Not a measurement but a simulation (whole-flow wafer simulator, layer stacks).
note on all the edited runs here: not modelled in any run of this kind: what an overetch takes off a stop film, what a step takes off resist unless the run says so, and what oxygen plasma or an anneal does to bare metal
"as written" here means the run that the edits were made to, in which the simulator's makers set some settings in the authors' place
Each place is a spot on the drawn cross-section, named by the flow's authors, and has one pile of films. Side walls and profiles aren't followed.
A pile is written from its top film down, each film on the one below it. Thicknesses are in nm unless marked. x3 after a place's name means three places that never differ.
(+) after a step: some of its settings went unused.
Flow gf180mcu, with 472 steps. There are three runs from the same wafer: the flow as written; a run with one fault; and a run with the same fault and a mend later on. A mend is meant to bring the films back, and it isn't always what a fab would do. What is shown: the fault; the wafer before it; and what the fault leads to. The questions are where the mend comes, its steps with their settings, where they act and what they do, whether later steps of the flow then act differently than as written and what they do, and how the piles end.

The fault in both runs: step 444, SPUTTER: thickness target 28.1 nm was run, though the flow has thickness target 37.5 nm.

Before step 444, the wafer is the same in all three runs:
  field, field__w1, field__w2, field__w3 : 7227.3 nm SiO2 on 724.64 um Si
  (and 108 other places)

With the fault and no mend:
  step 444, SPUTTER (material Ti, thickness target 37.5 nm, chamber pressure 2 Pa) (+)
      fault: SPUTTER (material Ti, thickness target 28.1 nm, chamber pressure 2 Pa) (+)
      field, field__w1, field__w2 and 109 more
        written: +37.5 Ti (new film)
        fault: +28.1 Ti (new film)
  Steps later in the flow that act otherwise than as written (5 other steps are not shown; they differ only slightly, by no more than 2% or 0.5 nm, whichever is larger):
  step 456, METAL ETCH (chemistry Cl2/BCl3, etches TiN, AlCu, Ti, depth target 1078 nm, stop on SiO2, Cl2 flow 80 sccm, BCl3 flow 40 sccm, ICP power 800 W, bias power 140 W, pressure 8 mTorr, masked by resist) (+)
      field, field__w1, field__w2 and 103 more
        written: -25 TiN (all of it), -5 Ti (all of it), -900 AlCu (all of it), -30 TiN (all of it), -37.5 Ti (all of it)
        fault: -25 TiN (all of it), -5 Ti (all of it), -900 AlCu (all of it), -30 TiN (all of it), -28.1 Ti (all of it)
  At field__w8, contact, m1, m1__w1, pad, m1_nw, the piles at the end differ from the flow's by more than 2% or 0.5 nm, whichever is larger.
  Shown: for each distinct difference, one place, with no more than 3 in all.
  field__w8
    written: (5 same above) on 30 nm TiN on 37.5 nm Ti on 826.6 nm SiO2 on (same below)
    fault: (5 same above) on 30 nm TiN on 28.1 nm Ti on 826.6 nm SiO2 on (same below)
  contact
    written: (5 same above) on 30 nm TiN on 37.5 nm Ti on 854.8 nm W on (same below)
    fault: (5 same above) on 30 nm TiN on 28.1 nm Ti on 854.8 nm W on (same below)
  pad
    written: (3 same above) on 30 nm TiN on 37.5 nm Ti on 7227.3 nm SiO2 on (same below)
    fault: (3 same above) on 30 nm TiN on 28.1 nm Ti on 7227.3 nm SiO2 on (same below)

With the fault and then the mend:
  After step 444 comes the mend.
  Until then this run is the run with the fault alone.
  step 444a, SPUTTER (material Ti, thickness target 9.4 nm, chamber pressure 2 Pa) (+) (the flow's step 444, run once more with other settings)
      field, field__w1, field__w2 and 109 more
        +9.4 Ti
  Every later step of the flow that is run acts as written at every place that is followed.
  By the end, the piles equal the flow's at every place that both follow.
